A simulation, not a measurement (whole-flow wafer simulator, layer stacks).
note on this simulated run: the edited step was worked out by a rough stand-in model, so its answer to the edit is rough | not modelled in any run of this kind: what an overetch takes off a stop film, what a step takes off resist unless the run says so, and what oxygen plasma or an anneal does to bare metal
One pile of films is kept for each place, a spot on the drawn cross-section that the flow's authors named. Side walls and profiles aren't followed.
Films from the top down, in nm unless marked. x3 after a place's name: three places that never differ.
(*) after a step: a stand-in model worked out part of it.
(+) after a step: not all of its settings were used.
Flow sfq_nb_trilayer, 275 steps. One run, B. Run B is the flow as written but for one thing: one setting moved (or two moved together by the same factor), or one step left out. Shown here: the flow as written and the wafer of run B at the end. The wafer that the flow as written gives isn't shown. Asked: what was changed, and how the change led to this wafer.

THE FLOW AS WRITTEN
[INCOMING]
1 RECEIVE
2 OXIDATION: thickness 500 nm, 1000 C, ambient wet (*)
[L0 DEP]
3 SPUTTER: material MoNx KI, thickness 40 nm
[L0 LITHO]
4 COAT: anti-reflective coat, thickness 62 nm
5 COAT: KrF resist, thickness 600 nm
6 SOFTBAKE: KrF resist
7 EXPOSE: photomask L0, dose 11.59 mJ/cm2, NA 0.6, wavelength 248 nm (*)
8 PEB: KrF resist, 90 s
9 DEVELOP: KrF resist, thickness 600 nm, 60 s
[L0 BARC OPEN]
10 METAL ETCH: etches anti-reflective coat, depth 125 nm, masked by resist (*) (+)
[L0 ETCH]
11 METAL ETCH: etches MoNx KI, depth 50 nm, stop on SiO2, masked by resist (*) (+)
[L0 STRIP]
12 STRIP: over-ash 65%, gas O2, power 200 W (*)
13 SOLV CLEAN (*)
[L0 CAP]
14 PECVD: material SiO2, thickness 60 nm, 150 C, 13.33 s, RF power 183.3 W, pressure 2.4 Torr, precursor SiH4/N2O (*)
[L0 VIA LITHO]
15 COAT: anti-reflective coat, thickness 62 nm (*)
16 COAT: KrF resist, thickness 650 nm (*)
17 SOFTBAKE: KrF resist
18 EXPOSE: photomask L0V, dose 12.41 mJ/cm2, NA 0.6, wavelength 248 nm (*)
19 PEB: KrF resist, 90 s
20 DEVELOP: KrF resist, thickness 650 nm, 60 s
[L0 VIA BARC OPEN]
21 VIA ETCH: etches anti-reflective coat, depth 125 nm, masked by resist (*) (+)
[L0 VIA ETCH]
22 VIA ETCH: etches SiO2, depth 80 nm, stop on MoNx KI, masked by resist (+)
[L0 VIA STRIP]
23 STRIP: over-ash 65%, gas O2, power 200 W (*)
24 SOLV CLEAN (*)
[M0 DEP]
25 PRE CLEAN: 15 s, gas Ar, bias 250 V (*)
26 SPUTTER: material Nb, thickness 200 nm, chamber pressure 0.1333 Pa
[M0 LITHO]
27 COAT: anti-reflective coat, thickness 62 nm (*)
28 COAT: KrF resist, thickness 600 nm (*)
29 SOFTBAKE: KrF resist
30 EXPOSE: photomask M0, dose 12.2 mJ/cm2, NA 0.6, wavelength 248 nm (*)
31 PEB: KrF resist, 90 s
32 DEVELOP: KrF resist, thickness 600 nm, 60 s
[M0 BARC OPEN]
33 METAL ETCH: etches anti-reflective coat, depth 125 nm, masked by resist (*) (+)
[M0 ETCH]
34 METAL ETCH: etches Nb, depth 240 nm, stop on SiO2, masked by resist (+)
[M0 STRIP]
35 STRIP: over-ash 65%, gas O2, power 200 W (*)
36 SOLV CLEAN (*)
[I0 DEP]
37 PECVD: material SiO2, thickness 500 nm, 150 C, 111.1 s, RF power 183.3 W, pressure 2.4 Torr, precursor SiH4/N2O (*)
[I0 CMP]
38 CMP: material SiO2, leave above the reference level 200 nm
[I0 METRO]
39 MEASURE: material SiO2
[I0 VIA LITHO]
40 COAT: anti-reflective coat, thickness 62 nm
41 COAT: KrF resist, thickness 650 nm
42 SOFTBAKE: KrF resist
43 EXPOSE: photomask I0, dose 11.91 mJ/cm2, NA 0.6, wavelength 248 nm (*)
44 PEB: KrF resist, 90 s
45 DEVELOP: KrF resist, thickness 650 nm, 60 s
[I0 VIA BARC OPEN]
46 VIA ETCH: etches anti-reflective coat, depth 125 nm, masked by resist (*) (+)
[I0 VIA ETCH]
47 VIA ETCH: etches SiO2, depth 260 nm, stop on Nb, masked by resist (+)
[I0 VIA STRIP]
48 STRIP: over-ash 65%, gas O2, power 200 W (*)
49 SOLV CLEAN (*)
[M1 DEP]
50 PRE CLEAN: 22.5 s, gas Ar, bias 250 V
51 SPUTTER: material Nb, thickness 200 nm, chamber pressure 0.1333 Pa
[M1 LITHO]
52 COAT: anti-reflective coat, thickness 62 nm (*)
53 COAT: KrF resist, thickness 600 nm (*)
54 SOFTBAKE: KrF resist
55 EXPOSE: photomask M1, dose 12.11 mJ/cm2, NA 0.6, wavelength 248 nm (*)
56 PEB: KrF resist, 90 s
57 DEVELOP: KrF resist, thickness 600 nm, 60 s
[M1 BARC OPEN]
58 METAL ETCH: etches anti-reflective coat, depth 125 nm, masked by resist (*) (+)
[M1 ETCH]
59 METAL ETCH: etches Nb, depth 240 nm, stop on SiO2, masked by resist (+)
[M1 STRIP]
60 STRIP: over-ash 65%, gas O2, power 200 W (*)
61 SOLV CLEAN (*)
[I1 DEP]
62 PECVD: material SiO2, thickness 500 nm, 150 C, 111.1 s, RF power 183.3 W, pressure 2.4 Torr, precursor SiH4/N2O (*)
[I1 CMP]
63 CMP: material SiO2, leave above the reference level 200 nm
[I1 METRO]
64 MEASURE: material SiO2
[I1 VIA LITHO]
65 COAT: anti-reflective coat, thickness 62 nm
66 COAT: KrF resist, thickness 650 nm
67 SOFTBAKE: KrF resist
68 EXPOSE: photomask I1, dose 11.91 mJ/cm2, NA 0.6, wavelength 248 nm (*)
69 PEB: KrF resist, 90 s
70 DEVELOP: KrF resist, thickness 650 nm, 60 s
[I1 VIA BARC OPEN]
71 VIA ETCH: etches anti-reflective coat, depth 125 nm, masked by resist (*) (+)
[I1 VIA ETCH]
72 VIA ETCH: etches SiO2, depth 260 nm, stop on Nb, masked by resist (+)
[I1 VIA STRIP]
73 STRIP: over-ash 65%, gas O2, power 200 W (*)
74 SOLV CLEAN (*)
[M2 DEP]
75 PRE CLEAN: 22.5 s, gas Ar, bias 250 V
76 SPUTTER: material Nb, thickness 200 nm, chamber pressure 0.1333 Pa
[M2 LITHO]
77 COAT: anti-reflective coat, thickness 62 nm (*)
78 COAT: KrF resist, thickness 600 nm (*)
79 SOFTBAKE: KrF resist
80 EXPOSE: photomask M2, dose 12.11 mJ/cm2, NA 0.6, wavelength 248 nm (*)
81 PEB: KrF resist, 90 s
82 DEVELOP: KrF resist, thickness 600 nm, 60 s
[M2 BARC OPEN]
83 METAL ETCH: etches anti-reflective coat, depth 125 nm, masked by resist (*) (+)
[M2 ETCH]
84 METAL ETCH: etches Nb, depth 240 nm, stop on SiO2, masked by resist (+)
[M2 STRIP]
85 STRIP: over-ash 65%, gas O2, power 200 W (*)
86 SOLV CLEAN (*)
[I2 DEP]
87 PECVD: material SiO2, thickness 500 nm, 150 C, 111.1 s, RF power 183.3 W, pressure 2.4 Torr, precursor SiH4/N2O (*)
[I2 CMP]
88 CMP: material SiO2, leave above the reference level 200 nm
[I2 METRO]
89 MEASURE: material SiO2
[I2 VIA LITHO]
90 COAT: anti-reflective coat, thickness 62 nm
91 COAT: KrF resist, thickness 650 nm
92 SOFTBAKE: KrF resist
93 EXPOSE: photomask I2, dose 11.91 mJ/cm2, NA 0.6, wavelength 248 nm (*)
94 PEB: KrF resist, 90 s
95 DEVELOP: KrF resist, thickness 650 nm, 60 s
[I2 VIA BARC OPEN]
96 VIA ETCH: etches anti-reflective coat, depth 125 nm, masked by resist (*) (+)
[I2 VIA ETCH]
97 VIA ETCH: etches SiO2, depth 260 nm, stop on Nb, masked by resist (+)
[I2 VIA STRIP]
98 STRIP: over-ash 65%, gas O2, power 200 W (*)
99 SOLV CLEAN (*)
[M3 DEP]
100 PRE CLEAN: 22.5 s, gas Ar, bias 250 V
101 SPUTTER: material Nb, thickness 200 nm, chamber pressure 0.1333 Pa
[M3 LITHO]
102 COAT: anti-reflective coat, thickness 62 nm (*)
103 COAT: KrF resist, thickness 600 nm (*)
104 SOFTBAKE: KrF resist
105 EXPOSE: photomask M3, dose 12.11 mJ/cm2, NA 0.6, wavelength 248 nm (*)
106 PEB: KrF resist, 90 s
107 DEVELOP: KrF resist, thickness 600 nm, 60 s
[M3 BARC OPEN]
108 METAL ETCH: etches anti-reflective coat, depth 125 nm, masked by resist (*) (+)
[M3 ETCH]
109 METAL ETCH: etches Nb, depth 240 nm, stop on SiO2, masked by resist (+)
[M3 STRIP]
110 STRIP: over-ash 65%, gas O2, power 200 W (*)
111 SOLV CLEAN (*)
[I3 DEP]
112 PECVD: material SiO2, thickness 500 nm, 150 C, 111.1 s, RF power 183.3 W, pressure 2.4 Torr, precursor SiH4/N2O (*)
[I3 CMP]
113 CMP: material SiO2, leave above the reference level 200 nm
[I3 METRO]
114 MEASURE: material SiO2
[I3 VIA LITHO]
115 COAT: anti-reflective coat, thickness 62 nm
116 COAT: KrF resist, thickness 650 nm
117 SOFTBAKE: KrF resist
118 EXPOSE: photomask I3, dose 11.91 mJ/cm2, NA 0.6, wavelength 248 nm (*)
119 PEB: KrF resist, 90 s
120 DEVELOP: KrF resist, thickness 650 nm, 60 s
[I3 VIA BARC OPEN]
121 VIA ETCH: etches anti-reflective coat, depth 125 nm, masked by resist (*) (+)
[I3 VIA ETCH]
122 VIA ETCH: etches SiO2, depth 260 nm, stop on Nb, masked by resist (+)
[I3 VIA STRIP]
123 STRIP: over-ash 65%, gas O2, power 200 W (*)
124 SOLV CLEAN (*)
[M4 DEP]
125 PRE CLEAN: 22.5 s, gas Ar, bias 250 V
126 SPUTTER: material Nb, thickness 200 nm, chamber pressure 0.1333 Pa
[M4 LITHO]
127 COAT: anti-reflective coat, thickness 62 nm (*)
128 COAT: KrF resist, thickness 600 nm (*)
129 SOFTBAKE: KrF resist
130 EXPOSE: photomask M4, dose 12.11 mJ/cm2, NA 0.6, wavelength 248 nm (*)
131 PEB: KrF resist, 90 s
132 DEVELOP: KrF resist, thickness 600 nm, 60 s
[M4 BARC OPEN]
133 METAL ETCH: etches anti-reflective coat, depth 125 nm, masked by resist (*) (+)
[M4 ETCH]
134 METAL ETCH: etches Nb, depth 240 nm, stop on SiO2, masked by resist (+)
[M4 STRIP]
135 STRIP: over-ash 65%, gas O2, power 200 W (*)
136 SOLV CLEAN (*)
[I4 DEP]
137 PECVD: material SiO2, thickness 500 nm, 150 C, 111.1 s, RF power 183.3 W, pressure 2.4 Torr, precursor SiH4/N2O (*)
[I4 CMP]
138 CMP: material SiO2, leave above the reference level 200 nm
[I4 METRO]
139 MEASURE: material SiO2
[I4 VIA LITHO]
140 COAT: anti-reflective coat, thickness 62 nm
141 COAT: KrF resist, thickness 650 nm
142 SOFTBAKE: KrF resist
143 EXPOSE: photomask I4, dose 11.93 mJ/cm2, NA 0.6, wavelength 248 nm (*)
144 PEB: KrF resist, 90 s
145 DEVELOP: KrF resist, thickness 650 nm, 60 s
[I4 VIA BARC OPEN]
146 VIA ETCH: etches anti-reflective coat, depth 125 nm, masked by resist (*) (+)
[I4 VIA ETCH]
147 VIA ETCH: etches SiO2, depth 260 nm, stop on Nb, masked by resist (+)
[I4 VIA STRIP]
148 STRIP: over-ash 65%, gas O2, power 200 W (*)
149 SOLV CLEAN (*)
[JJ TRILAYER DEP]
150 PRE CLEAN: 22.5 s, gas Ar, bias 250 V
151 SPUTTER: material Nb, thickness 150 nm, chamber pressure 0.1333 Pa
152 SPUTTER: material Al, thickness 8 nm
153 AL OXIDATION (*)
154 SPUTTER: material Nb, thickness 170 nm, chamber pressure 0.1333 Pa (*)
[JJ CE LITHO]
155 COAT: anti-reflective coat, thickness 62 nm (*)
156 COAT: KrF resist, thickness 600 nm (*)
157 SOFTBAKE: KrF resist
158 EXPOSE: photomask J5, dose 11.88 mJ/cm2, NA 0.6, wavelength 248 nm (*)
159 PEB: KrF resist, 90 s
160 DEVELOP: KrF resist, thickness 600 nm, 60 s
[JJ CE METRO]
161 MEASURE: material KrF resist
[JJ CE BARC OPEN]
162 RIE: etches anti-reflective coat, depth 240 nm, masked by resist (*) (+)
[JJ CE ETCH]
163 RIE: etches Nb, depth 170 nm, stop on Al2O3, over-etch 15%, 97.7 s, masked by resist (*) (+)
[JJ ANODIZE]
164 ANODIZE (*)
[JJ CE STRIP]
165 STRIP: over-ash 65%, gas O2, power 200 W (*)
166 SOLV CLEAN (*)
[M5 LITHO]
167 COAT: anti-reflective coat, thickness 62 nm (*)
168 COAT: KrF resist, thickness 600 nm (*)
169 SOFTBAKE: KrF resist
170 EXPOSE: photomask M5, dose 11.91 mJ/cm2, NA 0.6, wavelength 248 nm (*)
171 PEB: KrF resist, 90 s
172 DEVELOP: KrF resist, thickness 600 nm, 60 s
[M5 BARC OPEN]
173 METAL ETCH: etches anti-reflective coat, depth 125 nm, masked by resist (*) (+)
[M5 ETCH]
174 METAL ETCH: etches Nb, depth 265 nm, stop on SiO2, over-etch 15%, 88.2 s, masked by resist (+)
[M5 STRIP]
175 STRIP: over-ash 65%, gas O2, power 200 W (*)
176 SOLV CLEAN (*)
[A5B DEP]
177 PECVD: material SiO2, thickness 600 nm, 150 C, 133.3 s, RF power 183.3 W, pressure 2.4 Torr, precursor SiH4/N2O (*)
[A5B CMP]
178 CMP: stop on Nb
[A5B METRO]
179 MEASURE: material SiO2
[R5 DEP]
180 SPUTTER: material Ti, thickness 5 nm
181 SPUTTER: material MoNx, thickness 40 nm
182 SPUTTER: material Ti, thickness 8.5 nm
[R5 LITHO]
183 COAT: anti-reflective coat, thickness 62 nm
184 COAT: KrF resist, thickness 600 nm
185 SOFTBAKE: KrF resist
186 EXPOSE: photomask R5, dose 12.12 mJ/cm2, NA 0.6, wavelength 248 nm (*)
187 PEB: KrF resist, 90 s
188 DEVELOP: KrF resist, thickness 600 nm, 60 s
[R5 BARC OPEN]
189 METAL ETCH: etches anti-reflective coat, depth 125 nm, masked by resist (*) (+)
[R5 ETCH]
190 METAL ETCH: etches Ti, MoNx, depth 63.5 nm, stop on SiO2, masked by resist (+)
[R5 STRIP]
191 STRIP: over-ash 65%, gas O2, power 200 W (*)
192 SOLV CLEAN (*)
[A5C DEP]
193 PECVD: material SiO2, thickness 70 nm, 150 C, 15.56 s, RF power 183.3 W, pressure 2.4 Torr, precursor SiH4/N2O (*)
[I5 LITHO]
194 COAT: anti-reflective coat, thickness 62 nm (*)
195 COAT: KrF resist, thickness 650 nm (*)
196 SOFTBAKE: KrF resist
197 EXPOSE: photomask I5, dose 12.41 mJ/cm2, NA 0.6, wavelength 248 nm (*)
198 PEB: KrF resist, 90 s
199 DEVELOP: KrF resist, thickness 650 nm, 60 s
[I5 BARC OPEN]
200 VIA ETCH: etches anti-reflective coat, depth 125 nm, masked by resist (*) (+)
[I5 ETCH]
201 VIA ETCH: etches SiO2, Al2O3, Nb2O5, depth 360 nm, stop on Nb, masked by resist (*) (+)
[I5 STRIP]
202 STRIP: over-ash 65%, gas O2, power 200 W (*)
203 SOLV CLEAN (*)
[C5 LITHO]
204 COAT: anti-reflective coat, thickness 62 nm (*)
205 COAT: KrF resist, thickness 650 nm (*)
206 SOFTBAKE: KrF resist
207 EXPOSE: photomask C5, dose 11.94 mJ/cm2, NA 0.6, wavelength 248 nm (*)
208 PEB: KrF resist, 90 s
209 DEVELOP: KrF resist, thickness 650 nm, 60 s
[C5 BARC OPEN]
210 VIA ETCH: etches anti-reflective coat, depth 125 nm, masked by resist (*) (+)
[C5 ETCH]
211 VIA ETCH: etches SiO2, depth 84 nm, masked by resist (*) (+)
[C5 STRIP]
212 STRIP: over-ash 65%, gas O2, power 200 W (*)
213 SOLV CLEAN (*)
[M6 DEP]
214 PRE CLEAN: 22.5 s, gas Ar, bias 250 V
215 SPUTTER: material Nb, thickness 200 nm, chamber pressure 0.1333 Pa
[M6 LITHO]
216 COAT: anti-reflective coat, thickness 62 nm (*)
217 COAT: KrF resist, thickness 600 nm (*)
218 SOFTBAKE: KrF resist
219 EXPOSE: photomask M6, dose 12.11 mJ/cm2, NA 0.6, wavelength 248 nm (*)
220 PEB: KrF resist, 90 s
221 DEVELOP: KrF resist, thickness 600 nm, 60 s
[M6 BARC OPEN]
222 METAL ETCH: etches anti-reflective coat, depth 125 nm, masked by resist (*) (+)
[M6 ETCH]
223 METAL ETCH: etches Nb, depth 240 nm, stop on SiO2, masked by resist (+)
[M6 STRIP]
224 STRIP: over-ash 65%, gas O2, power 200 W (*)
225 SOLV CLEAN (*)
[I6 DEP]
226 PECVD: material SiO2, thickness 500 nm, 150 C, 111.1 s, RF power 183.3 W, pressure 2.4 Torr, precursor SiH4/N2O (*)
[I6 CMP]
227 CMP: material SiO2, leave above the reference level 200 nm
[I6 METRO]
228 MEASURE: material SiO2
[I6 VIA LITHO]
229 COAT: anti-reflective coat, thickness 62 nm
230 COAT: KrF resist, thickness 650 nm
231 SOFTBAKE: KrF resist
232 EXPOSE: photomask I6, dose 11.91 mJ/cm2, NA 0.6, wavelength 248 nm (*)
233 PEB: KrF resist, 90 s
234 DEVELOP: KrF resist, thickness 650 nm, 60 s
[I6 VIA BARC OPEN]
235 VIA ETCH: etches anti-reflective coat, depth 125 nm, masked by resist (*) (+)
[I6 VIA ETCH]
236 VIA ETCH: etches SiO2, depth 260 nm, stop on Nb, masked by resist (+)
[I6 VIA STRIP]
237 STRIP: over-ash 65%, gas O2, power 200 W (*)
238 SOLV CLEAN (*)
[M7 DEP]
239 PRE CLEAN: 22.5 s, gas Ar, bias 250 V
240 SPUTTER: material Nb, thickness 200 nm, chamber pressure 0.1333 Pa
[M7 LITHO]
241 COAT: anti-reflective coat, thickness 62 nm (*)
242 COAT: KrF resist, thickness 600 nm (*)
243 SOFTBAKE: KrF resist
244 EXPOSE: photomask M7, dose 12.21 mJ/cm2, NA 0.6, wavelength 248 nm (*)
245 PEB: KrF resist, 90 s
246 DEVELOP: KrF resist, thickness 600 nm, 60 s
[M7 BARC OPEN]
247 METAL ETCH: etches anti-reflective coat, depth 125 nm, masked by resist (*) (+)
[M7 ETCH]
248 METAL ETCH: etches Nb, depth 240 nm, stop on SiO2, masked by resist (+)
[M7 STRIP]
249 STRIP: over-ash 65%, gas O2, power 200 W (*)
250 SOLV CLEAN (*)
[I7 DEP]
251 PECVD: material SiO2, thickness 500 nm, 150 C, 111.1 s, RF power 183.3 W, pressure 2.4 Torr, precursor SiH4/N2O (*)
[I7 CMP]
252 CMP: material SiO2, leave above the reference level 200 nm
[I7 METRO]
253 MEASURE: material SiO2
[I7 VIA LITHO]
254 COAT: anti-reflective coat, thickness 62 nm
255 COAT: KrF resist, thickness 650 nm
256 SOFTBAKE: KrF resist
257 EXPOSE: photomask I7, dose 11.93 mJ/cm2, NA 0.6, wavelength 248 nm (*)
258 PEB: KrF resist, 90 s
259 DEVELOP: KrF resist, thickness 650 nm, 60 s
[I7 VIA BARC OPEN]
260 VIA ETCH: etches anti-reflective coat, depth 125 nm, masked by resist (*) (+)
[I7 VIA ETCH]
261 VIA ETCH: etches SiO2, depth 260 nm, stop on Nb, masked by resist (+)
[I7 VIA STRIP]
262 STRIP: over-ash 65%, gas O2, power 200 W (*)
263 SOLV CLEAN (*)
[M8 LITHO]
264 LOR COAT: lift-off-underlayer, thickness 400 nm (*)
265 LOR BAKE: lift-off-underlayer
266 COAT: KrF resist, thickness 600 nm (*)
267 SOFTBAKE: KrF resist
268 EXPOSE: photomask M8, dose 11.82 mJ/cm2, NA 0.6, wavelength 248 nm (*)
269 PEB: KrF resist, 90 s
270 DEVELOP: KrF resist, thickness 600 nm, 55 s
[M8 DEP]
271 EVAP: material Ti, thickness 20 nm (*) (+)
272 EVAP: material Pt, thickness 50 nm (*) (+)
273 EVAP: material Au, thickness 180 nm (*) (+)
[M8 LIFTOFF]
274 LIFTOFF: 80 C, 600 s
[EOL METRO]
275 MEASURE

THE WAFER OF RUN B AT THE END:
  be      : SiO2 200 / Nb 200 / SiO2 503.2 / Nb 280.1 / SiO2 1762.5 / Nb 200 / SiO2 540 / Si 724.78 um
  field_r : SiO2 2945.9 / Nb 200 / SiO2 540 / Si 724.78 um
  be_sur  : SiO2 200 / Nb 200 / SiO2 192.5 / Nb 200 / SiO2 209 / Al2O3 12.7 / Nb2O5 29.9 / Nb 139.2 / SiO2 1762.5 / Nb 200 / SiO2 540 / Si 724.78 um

The cause: step 14, PECVD: thickness 45 nm was run, where the flow has thickness 60 nm; step 14, PECVD: 10 s was run, where the flow has 13.33 s.

How the change led to this, step by step:
  14 PECVD: material SiO2, thickness 60 nm, 150 C, 13.33 s, RF power 183.3 W, pressure 2.4 Torr, precursor SiH4/N2O (*)
      v_sur, via_wl, via_w and 97 more: SiO2 +45 (as written it would be: SiO2 +60)
      field_l, l0_sur, l0v, l0r_line_l, l0r_line_c, l0r_line_r: SiO2 +45 (new film) (as written it would be: SiO2 +60 (new film))
  22 VIA ETCH: etches SiO2, depth 80 nm, stop on MoNx KI, masked by resist (+)
      field_l, v_sur, via_wl and 102 more: KrF resist -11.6 (as written it would be: KrF resist -13.8)
      l0v: SiO2 -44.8 (all of it) (as written it would be: SiO2 -59.8 (all of it))
  26 SPUTTER: material Nb, thickness 200 nm, chamber pressure 0.1333 Pa
      l0v: Nb +200 (new film) (as written it would be: Nb +195.7 (new film))
  27 COAT: anti-reflective coat, thickness 62 nm (*)
      l0_sur: anti-reflective coat +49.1 (new film) (as written it would be: anti-reflective coat +47.5 (new film))
      l0v: anti-reflective coat +73 (new film) (as written it would be: anti-reflective coat +78 (new film))
  35 STRIP: over-ash 65%, gas O2, power 200 W (*)
      l0_sur: KrF resist -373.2 (all of it), anti-reflective coat -49.1 (all of it) (as written it would be: KrF resist -372 (all of it), anti-reflective coat -47.5 (all of it))
      l0v: KrF resist -394.9 (all of it), anti-reflective coat -73 (all of it) (as written it would be: KrF resist -405.3 (all of it), anti-reflective coat -78 (all of it))
  38 CMP: material SiO2, leave above the reference level 200 nm
      l0v: SiO2 -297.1 (as written it would be: SiO2 -277.8)
